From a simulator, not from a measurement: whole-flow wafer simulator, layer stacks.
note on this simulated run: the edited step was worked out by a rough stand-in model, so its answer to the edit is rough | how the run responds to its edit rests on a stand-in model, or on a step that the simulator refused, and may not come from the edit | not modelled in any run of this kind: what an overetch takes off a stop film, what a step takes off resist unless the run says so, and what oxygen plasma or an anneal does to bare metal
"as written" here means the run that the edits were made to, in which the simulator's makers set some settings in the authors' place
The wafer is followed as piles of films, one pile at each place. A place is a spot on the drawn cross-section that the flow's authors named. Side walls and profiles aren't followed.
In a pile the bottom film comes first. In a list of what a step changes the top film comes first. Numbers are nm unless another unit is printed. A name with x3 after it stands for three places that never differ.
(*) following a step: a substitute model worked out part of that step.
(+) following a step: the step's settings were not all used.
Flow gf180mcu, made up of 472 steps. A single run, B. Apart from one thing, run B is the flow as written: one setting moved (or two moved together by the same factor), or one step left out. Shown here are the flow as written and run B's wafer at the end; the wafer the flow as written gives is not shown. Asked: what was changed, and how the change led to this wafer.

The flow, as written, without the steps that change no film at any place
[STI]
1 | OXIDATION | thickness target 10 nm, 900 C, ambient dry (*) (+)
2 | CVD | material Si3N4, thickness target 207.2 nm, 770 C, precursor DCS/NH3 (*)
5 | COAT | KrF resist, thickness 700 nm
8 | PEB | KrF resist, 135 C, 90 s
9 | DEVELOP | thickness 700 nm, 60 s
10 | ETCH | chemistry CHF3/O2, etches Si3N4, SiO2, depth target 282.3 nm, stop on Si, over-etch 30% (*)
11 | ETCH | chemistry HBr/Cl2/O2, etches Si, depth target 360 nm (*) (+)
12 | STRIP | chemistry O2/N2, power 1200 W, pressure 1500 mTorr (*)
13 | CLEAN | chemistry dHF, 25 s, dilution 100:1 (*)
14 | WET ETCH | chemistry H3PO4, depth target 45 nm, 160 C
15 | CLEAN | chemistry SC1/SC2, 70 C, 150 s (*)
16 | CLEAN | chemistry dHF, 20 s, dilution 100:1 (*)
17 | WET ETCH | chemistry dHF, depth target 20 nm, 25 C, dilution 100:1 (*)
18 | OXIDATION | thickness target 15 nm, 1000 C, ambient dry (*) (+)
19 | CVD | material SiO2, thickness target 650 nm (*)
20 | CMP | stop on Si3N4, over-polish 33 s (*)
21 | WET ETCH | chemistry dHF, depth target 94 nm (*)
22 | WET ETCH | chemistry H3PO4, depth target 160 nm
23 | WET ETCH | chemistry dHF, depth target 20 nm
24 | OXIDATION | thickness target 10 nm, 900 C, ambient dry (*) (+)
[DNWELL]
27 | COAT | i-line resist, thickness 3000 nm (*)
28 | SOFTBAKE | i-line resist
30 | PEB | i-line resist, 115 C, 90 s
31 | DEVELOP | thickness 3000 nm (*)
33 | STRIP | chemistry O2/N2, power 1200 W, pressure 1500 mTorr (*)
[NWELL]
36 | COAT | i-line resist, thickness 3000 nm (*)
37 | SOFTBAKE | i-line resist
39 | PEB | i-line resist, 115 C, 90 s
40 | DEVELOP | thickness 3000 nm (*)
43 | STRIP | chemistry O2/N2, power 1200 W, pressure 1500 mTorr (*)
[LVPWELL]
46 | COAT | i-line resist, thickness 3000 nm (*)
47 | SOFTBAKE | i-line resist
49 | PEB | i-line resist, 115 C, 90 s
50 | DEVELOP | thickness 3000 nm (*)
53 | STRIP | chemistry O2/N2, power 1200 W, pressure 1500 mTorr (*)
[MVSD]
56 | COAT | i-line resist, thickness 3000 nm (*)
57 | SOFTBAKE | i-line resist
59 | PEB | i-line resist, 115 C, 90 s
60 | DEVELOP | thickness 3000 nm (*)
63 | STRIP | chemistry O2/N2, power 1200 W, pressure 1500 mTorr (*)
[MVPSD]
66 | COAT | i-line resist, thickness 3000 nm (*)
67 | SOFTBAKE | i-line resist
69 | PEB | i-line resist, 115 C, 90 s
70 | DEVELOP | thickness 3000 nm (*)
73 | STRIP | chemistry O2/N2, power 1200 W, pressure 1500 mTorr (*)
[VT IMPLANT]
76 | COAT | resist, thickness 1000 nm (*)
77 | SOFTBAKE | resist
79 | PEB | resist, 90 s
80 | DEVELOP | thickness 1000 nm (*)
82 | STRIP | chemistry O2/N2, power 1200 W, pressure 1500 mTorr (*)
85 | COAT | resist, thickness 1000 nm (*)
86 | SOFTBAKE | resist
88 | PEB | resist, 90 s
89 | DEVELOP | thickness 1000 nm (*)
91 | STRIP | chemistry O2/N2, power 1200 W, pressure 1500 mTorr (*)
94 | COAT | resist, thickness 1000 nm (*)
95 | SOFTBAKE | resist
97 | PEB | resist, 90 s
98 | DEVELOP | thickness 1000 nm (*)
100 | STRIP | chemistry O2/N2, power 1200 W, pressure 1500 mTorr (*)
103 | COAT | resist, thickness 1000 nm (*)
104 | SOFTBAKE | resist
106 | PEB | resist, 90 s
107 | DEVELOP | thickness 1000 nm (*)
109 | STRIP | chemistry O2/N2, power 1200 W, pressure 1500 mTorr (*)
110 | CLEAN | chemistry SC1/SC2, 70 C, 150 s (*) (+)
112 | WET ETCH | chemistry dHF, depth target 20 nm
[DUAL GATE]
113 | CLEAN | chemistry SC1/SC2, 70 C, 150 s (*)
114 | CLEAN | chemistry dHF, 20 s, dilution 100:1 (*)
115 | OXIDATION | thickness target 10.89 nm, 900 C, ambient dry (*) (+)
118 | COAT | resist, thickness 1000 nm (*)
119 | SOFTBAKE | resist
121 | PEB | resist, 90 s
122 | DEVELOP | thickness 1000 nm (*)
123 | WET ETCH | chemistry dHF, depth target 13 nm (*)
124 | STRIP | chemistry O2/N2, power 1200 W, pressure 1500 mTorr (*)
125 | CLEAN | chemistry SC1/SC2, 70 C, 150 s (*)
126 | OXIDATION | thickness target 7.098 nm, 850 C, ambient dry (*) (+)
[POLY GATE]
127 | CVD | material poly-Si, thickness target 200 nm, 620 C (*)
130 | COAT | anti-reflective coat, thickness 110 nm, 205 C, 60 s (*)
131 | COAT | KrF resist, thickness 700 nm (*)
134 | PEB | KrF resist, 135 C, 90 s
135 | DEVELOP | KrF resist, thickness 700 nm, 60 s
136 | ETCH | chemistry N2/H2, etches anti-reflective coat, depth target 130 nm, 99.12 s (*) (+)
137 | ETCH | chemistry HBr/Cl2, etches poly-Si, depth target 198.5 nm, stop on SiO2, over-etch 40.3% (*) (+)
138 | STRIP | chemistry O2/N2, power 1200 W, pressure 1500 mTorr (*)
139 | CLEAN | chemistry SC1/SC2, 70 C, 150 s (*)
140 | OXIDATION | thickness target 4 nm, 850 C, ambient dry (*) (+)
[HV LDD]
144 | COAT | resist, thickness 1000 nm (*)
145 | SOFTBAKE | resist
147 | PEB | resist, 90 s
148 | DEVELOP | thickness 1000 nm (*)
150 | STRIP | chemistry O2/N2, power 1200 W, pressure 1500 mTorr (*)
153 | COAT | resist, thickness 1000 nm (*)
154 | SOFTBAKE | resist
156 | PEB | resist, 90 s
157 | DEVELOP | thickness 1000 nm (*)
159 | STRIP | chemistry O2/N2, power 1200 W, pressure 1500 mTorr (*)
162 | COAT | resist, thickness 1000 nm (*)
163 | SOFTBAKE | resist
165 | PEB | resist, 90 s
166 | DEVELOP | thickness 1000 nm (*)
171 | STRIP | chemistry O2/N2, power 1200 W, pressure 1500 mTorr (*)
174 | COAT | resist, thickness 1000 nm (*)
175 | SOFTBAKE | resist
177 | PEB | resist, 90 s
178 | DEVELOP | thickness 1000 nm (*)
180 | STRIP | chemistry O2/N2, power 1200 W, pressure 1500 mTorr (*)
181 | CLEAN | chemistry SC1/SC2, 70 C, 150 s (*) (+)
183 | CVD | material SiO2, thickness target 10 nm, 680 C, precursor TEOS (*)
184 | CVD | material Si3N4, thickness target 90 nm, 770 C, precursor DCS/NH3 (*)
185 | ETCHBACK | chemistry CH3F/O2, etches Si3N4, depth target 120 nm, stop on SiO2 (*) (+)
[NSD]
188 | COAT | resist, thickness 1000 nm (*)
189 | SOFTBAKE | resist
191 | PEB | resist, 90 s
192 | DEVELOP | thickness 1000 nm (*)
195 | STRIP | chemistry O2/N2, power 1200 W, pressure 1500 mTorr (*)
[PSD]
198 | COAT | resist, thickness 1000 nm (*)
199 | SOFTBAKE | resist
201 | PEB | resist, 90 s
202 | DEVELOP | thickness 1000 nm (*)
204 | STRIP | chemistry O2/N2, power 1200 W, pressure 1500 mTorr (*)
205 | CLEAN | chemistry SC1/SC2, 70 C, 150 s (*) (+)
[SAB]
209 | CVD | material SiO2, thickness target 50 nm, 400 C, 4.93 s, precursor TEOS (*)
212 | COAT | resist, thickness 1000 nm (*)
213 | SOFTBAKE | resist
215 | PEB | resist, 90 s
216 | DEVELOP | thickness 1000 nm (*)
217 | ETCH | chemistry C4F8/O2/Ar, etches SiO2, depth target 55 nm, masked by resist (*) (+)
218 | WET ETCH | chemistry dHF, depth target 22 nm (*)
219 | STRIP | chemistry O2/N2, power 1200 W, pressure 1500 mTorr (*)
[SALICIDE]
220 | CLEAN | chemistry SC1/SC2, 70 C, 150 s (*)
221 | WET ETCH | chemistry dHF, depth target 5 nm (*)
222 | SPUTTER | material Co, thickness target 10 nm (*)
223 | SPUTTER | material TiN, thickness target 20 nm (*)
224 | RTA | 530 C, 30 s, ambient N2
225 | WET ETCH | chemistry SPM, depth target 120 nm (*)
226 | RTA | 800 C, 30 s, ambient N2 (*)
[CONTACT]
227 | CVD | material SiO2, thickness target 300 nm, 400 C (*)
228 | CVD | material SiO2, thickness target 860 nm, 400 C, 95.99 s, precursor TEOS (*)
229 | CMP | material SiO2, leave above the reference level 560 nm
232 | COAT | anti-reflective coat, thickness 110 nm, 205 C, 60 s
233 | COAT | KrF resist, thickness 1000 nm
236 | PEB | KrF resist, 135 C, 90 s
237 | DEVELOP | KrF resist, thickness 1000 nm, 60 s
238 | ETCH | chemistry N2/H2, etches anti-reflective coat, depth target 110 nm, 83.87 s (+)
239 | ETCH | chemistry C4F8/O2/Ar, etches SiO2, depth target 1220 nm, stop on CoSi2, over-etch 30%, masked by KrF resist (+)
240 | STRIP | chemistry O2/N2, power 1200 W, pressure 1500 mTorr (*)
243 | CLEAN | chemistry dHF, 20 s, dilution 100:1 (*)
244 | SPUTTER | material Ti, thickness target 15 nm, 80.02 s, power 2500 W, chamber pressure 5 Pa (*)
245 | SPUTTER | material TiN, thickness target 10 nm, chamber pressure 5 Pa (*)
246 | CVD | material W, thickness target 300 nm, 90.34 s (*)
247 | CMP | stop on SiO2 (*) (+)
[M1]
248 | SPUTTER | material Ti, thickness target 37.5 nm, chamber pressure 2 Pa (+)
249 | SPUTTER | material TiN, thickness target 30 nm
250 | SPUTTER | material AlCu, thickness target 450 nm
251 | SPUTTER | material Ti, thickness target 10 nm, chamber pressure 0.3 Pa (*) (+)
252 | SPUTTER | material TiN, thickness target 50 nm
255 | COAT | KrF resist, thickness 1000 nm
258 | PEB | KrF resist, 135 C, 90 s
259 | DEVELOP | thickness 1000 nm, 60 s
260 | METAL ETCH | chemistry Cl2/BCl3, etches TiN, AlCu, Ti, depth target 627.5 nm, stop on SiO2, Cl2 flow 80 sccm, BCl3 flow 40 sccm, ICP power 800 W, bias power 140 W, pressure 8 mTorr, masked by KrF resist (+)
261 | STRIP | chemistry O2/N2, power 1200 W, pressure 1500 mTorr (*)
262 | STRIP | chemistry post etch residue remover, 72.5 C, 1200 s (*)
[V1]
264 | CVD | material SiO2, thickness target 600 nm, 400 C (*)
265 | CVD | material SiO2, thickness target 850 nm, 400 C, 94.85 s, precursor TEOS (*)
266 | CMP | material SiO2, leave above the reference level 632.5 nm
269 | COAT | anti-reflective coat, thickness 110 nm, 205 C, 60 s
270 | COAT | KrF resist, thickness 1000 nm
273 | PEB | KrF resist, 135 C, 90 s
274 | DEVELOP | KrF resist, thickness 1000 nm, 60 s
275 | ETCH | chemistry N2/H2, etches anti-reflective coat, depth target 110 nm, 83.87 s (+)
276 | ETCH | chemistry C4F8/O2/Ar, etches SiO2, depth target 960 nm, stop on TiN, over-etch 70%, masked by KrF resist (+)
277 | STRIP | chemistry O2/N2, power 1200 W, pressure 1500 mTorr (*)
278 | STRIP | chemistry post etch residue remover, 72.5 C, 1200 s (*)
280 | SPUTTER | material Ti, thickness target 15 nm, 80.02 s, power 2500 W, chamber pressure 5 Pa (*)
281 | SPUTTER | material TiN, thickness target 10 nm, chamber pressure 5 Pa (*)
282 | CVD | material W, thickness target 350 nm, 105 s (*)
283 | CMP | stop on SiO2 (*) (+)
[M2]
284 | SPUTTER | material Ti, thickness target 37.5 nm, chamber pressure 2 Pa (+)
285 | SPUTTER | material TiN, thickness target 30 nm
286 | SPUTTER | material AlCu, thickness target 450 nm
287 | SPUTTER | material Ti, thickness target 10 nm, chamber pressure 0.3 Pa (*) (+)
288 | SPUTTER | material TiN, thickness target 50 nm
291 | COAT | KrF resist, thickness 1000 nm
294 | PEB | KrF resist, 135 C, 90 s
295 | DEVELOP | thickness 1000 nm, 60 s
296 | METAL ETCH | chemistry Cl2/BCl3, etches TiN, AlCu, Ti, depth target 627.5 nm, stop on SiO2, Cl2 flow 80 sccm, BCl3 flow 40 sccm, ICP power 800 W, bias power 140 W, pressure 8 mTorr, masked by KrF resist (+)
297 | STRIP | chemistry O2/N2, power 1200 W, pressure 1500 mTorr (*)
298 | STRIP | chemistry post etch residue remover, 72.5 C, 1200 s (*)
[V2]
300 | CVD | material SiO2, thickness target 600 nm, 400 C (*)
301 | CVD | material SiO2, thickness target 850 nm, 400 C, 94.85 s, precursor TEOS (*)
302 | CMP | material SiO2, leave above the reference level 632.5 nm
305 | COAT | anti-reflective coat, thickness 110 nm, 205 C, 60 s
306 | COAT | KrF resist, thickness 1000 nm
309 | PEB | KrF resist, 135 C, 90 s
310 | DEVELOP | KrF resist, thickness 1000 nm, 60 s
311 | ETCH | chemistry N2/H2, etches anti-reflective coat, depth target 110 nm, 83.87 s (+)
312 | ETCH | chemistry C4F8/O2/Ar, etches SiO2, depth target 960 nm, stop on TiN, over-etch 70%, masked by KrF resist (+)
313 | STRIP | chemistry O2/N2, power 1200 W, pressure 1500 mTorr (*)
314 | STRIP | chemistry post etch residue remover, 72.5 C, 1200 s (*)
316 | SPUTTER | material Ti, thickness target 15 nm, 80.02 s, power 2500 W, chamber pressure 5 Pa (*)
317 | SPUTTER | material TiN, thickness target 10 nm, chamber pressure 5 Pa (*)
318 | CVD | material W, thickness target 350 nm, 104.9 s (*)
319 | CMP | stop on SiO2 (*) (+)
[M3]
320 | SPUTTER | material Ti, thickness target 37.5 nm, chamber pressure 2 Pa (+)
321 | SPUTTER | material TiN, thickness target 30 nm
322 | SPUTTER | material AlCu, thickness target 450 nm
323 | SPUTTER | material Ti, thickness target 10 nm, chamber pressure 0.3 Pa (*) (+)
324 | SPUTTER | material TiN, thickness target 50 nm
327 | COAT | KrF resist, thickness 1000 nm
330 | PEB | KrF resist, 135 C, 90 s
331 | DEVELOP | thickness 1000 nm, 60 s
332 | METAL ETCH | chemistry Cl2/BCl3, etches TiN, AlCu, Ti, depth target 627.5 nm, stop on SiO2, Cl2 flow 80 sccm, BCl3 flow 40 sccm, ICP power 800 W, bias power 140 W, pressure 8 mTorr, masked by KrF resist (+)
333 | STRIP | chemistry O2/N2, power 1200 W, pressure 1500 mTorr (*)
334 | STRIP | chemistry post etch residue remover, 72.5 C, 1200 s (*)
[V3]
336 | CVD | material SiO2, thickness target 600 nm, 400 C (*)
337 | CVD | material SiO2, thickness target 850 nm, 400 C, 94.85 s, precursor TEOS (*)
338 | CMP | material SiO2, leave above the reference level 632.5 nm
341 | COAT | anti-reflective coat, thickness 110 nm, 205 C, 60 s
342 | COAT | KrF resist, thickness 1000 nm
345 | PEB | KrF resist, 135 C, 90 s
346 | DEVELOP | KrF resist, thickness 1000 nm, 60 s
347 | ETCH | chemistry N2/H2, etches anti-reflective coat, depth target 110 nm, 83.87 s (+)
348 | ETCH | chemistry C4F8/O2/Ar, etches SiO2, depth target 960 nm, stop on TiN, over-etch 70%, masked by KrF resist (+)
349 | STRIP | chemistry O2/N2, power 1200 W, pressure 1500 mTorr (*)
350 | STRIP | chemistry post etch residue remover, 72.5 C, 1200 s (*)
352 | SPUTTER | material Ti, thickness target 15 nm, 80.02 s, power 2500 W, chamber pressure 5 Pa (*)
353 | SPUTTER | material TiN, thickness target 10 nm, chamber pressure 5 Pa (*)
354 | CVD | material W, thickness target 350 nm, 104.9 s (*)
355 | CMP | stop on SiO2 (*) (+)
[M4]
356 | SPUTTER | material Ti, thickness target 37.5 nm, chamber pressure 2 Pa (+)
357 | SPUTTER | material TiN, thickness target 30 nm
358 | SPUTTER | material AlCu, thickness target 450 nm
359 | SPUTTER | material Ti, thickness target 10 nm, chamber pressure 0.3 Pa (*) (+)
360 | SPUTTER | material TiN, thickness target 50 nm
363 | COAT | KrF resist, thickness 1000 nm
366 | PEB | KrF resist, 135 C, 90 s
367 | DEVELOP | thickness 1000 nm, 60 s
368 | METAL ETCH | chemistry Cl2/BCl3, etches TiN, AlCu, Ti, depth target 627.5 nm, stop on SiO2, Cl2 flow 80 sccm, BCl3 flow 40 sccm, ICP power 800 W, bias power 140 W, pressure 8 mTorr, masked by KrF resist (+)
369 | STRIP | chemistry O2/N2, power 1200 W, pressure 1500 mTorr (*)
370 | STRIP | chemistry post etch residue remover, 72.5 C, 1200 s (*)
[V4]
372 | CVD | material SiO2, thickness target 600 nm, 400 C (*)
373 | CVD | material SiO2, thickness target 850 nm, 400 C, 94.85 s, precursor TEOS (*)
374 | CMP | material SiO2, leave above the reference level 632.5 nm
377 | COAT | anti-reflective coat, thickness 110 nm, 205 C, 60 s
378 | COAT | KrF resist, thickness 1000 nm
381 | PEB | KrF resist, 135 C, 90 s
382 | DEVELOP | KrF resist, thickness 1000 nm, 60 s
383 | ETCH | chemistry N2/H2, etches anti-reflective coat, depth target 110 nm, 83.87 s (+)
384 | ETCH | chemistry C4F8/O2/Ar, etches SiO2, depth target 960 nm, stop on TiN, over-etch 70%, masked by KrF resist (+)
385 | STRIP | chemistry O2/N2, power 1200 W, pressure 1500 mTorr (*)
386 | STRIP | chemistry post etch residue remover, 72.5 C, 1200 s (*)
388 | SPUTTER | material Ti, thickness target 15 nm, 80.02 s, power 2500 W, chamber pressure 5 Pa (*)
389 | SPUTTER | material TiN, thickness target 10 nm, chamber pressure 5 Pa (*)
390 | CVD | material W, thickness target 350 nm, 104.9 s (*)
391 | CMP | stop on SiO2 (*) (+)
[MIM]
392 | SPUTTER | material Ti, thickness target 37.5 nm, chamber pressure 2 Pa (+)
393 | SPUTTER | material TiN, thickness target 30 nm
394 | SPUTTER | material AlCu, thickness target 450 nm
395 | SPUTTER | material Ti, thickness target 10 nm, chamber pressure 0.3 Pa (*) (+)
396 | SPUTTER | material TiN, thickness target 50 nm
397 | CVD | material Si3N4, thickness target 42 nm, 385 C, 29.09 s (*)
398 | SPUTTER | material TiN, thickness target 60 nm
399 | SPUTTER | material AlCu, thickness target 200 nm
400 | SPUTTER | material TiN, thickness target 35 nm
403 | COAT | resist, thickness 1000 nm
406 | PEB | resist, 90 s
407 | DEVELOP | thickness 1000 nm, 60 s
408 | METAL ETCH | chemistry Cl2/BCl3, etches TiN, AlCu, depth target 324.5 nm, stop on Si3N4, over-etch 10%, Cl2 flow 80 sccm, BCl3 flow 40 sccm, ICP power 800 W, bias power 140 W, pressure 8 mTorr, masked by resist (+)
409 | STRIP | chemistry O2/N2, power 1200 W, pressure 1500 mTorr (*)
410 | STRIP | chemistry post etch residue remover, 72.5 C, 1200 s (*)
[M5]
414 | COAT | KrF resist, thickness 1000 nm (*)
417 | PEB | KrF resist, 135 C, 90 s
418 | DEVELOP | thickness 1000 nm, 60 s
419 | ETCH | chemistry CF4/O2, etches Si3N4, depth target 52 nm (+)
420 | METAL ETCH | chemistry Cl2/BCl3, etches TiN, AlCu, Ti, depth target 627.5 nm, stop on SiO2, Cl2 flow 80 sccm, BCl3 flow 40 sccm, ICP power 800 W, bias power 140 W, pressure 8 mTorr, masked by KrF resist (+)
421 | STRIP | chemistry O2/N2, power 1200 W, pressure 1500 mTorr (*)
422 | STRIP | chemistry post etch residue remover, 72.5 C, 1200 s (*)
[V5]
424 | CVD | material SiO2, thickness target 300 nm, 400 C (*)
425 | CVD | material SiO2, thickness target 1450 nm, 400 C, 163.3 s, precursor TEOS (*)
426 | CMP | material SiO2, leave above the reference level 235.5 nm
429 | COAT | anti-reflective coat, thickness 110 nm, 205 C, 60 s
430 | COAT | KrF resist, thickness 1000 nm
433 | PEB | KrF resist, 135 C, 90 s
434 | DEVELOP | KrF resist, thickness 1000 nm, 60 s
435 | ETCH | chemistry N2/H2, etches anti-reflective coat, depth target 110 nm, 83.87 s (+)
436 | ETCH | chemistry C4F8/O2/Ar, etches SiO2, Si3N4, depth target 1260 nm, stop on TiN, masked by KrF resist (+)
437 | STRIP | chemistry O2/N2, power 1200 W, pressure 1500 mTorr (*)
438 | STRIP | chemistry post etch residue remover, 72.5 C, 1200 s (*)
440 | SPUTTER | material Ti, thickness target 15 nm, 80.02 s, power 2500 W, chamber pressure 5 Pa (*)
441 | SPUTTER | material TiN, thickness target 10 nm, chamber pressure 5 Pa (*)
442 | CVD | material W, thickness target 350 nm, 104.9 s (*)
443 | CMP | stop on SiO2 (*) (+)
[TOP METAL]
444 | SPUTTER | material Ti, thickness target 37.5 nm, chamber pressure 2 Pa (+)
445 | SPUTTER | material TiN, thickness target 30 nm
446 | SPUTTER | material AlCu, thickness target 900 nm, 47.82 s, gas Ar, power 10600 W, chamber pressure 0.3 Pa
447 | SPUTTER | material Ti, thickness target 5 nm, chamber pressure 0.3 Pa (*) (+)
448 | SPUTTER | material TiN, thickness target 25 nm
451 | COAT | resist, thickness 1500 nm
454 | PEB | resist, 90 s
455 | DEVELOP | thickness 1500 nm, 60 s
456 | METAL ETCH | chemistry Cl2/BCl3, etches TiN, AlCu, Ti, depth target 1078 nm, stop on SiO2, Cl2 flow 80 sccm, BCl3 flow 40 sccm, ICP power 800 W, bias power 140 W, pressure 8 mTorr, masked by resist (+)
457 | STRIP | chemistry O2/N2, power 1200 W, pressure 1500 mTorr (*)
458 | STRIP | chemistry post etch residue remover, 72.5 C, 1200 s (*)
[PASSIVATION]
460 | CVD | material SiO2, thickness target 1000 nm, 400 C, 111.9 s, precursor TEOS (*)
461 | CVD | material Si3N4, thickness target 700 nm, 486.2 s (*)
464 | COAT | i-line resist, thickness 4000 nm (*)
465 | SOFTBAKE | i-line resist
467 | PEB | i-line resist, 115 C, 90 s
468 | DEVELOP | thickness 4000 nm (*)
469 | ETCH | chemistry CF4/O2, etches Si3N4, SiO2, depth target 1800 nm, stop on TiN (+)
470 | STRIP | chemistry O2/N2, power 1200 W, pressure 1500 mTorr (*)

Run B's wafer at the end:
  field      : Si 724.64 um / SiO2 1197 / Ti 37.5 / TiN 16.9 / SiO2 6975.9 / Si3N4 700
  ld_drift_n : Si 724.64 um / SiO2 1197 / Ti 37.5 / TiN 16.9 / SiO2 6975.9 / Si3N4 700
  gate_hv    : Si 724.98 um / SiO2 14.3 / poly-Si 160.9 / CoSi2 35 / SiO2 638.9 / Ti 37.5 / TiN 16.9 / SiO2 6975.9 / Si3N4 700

Cause: step 251, SPUTTER: thickness target 8.3 nm was run, whereas the flow has thickness target 10 nm; step 260, METAL ETCH: depth target 521 nm was run, where the flow has depth target 627.5 nm.

The path from the change to this, step by step:
  251 | SPUTTER | material Ti, thickness target 10 nm, chamber pressure 0.3 Pa (*) (+)
      field, field__w1, field__w2 and 108 more: +8.3 Ti (new film) (in the flow as written it would be: +10 Ti (new film))
  260 | METAL ETCH | chemistry Cl2/BCl3, etches TiN, AlCu, Ti, depth target 627.5 nm, stop on SiO2, Cl2 flow 80 sccm, BCl3 flow 40 sccm, ICP power 800 W, bias power 140 W, pressure 8 mTorr, masked by KrF resist (+)
      field, field__w1, field__w2 and 99 more: -50 TiN (all of it), -8.3 Ti (all of it), -450 AlCu (all of it), -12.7 TiN (in the flow as written it would be: -50 TiN (all of it), -10 Ti (all of it), -450 AlCu (all of it), -30 TiN (all of it), -37.5 Ti (all of it))
      field__w8, contact, m1 and 6 more: -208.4 KrF resist (in the flow as written it would be: -251 KrF resist)
  261 | STRIP | chemistry O2/N2, power 1200 W, pressure 1500 mTorr (*)
      field__w8, contact, m1 and 6 more: -770 KrF resist (all of it) (in the flow as written it would be: -727.4 KrF resist (all of it))
  264 | CVD | material SiO2, thickness target 600 nm, 400 C (*)
      field, field__w1, field__w2 and 99 more: +600 SiO2 (new film) (in the flow as written it would be: +600 SiO2)
  266 | CMP | material SiO2, leave above the reference level 632.5 nm
      field, field__w1, field__w2 and 99 more: -354.4 SiO2 (in the flow as written it would be: -300 SiO2)
With metal films that touch counted as one body, field has 1 body; the flow as written gives 0 bodies.
With metal films that touch counted as one body, ld_drift_n has 1 body; the flow as written gives 0 bodies.
With metal films that touch counted as one body, gate_hv has 2 bodies (between them, from the top down: SiO2 638.9); the flow as written gives 1 body.
